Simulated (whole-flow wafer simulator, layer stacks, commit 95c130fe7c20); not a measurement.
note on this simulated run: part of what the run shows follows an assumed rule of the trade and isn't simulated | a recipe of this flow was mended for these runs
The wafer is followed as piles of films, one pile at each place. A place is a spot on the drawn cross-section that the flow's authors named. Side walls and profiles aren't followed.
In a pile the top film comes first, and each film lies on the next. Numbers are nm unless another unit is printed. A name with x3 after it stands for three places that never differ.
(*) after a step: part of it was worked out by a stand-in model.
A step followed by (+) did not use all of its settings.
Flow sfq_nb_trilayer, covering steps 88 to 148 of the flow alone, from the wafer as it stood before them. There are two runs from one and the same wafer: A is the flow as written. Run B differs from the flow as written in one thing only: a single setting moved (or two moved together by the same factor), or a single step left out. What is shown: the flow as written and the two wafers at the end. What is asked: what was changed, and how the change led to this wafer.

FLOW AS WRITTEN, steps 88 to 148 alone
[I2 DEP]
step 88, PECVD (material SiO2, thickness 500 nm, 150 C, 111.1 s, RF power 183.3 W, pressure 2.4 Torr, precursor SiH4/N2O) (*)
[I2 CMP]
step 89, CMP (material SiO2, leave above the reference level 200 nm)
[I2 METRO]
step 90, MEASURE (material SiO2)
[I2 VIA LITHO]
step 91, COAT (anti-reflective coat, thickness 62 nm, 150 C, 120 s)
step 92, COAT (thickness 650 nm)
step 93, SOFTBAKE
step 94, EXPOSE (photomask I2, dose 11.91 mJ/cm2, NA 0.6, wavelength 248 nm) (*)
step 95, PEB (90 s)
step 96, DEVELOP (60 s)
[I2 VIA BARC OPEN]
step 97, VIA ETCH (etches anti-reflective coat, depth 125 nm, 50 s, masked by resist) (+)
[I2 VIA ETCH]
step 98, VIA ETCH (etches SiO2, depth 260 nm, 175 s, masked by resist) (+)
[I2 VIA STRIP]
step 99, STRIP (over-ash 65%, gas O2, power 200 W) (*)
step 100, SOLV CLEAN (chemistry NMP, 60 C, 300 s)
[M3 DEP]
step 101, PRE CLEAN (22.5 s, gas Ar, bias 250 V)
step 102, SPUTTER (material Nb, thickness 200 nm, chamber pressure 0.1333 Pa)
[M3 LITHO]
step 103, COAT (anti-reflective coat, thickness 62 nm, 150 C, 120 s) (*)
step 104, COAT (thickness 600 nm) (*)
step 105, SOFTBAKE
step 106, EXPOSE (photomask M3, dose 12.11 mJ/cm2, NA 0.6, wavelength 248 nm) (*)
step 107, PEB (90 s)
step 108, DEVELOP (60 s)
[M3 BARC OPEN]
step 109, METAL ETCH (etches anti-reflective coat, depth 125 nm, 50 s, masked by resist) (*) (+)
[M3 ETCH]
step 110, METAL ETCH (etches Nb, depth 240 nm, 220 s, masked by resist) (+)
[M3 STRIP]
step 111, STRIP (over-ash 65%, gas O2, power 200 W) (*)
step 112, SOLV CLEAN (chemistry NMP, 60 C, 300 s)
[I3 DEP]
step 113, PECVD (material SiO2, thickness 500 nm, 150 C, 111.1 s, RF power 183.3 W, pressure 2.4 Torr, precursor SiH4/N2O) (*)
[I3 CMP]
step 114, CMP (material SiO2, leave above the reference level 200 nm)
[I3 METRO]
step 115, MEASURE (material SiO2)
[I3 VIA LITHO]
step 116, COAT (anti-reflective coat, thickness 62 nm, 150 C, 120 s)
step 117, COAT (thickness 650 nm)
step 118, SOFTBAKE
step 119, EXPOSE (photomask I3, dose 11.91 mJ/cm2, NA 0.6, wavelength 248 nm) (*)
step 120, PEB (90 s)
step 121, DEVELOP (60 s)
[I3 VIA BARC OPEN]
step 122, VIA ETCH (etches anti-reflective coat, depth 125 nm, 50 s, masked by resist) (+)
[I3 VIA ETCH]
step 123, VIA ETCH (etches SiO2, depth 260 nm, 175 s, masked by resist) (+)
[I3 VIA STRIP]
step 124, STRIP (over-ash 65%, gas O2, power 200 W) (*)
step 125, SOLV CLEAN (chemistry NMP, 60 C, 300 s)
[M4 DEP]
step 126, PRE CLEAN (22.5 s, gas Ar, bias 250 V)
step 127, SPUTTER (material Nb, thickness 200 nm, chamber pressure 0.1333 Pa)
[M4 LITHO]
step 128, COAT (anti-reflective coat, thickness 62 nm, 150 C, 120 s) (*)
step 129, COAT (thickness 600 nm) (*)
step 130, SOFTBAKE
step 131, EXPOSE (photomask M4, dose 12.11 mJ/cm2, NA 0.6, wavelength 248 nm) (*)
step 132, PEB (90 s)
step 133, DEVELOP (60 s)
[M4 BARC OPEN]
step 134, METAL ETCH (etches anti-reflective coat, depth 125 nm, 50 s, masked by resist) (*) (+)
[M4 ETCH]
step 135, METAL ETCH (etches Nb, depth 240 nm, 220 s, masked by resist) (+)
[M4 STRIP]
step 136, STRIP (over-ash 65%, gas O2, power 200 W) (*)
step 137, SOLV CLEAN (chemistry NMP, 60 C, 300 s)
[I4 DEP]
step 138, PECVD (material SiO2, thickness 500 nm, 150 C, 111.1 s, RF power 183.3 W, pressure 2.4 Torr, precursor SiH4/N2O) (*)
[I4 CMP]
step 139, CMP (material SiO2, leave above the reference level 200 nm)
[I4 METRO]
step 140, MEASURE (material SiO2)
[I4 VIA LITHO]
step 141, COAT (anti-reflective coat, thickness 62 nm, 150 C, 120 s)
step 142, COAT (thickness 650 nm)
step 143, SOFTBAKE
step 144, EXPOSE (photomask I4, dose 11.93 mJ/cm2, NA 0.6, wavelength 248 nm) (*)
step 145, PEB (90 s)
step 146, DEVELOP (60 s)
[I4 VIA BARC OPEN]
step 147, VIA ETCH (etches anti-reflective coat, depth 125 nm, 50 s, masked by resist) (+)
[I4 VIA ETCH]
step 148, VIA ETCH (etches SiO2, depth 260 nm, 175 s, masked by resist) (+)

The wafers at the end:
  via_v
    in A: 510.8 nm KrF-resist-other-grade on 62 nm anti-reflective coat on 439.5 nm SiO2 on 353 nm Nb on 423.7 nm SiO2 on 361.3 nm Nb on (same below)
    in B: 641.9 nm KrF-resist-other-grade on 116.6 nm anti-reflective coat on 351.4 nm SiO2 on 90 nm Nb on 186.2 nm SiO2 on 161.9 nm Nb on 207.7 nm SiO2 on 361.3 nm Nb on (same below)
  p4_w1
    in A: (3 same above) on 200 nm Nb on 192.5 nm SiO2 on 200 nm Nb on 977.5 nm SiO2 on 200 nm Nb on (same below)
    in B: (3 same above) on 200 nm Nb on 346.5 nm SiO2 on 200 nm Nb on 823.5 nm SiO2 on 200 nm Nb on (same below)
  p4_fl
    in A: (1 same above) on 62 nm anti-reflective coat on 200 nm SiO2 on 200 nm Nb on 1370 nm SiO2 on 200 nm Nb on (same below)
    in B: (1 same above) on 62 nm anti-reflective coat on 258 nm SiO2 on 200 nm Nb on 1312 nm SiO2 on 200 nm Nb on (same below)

Cause: step 88, PECVD: thickness 250 nm was run, whereas the flow has thickness 500 nm; step 88, PECVD: 55.56 s was run, where the flow has 111.1 s.

How this came from the change, step by step:
  step 88, PECVD (material SiO2, thickness 500 nm, 150 C, 111.1 s, RF power 183.3 W, pressure 2.4 Torr, precursor SiH4/N2O) (*)
      field_l, be, be_sur and 81 more: A SiO2 gains 500 | B SiO2 gains 250
      v_sur, via_wl, via_w and 18 more: A SiO2 gains 500 (new film) | B SiO2 gains 250 (new film)
      (as well as at 1 more place)
  step 89, CMP (material SiO2, leave above the reference level 200 nm)
      field_l, be, be_sur and 81 more: A SiO2 loses 96 | B nothing
      via_v: A SiO2 loses 181.6 | B nothing
      (as well as at 21 more places)
  step 91, COAT (anti-reflective coat, thickness 62 nm, 150 C, 120 s)
      m0r_line_l x3, m0r_line_r x3: A anti-reflective coat gains 62 (new film) | B anti-reflective coat gains 41.9 (new film)
      m0r_space_l, m0r_space_r, m6r_space_l x2, m6r_space_r x2: A anti-reflective coat gains 62 (new film) | B anti-reflective coat gains 90.9 (new film)
      (as well as at 76 more places)
  step 92, COAT (thickness 650 nm)
      m0r_line_l x3, m0r_line_r x3: A KrF-resist-other-grade gains 650 (new film) | B KrF-resist-other-grade gains 701.3 (new film)
      v_sur, m8r_pad_l: A KrF-resist-other-grade gains 650 (new film) | B KrF-resist-other-grade gains 611.1 (new film)
      (as well as at 53 more places)
  step 96, DEVELOP (60 s)
      via_w: A KrF-resist-other-grade loses 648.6 (all of it) | B KrF-resist-other-grade loses 591.8 (all of it)
  step 99, STRIP (over-ash 65%, gas O2, power 200 W) (*)
      m0r_line_l x3, m0r_line_r x3: A KrF-resist-other-grade loses 510.8 (all of it), anti-reflective coat loses 62 (all of it) | B KrF-resist-other-grade loses 562 (all of it), anti-reflective coat loses 41.9 (all of it)
      m0r_space_l, m0r_space_r, m6r_space_l x2, m6r_space_r x2: A KrF-resist-other-grade loses 510.8 (all of it), anti-reflective coat loses 62 (all of it) | B KrF-resist-other-grade loses 522 (all of it), anti-reflective coat loses 90.9 (all of it)
      (as well as at 88 more places)
  step 102, SPUTTER (material Nb, thickness 200 nm, chamber pressure 0.1333 Pa)
      via_v: A Nb gains 200 (new film) | B Nb gains 161.9 (new film)
  step 103, COAT (anti-reflective coat, thickness 62 nm, 150 C, 120 s) (*)
      m0r_line_l x3: A anti-reflective coat gains 62 (new film) | B anti-reflective coat gains 39.8 (new film)
      m0r_space_l, m6r_space_l x2: A anti-reflective coat gains 62 (new film) | B anti-reflective coat gains 89.7 (new film)
      (as well as at 78 more places)
  step 104, COAT (thickness 600 nm) (*)
      m0r_line_l x3: A KrF-resist-other-grade gains 600 (new film) | B KrF-resist-other-grade gains 650.6 (new film)
      m0r_line_r x3: A KrF-resist-other-grade gains 600 (new film) | B KrF-resist-other-grade gains 651 (new film)
      (as well as at 55 more places)
  step 108, DEVELOP (60 s)
      m0r_line_l x3: A KrF-resist-other-grade loses 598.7 (all of it) | B KrF-resist-other-grade loses 649.2 (all of it)
      m0r_line_r x3: A KrF-resist-other-grade loses 598.7 (all of it) | B KrF-resist-other-grade loses 649.7 (all of it)
      (as well as at 33 more places)
  step 109, METAL ETCH (etches anti-reflective coat, depth 125 nm, 50 s, masked by resist) (*) (+)
      m5r_linepad_l, m5r_linepad_r, r5r_spacepad_l, r5r_spacepad_r, m8r_pad_l, m8r_pad_r: A anti-reflective coat loses 62 (all of it) | B anti-reflective coat loses 125
      m0r_line_l x3: A anti-reflective coat loses 62 (all of it) | B anti-reflective coat loses 39.8 (all of it)
      (as well as at 48 more places)
  step 110, METAL ETCH (etches Nb, depth 240 nm, 220 s, masked by resist) (+)
      m5r_linepad_l, m5r_linepad_r: A Nb loses 200 (all of it), SiO2 loses 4 | B anti-reflective coat loses 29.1 (all of it), Nb loses 200 (all of it), SiO2 loses 1.09
      r5r_spacepad_l, r5r_spacepad_r: A Nb loses 200 (all of it), SiO2 loses 4 | B anti-reflective coat loses 25.7 (all of it), Nb loses 200 (all of it), SiO2 loses 1.43
      (as well as at 2 more places)
  step 111, STRIP (over-ash 65%, gas O2, power 200 W) (*)
      v_sur: A KrF-resist-other-grade loses 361 (all of it), anti-reflective coat loses 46 (all of it) | B KrF-resist-other-grade loses 295 (all of it), anti-reflective coat loses 40.7 (all of it)
      via_wl: A KrF-resist-other-grade loses 381.1 (all of it), anti-reflective coat loses 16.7 (all of it) | B KrF-resist-other-grade loses 308.8 (all of it), anti-reflective coat loses 26.3 (all of it)
      (as well as at 27 more places)
  step 113, PECVD (material SiO2, thickness 500 nm, 150 C, 111.1 s, RF power 183.3 W, pressure 2.4 Torr, precursor SiH4/N2O) (*)
      via_v: A SiO2 gains 500 (new film) | B SiO2 gains 611.1 (new film)
  step 114, CMP (material SiO2, leave above the reference level 200 nm)
      field_l, be, be_sur and 64 more: A SiO2 loses 96 | B nothing
      p4_w1, p4_w2, p4_w3 and 6 more: A SiO2 loses 300 | B SiO2 loses 146
      (as well as at 9 more places)
  step 116, COAT (anti-reflective coat, thickness 62 nm, 150 C, 120 s)
      m0r_line_l x3, m0r_line_r x3: A anti-reflective coat gains 62 (new film) | B anti-reflective coat gains 72.4 (new film)
      m0r_space_l, m0r_space_r, m6r_space_l x2, m6r_space_r x2: A anti-reflective coat gains 62 (new film) | B anti-reflective coat gains 79.6 (new film)
      (as well as at 59 more places)
  ... 17 further steps ...
  step 147, VIA ETCH (etches anti-reflective coat, depth 125 nm, 50 s, masked by resist) (+)
      via_wl: A anti-reflective coat loses 62 (all of it), SiO2 loses 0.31 | B anti-reflective coat loses 68.6 (all of it), SiO2 loses 0.28
      via_w: A anti-reflective coat loses 62 (all of it), SiO2 loses 0.31 | B anti-reflective coat loses 71 (all of it), SiO2 loses 0.27
      (as well as at 1 more place)
With metal films that touch counted as one body, via_v has 4 bodies (between them, from the top down: SiO2 186.2; SiO2 207.7; SiO2 192.5); the flow as written gives 3 bodies (between them, from the top down: SiO2 423.7; SiO2 192.5).
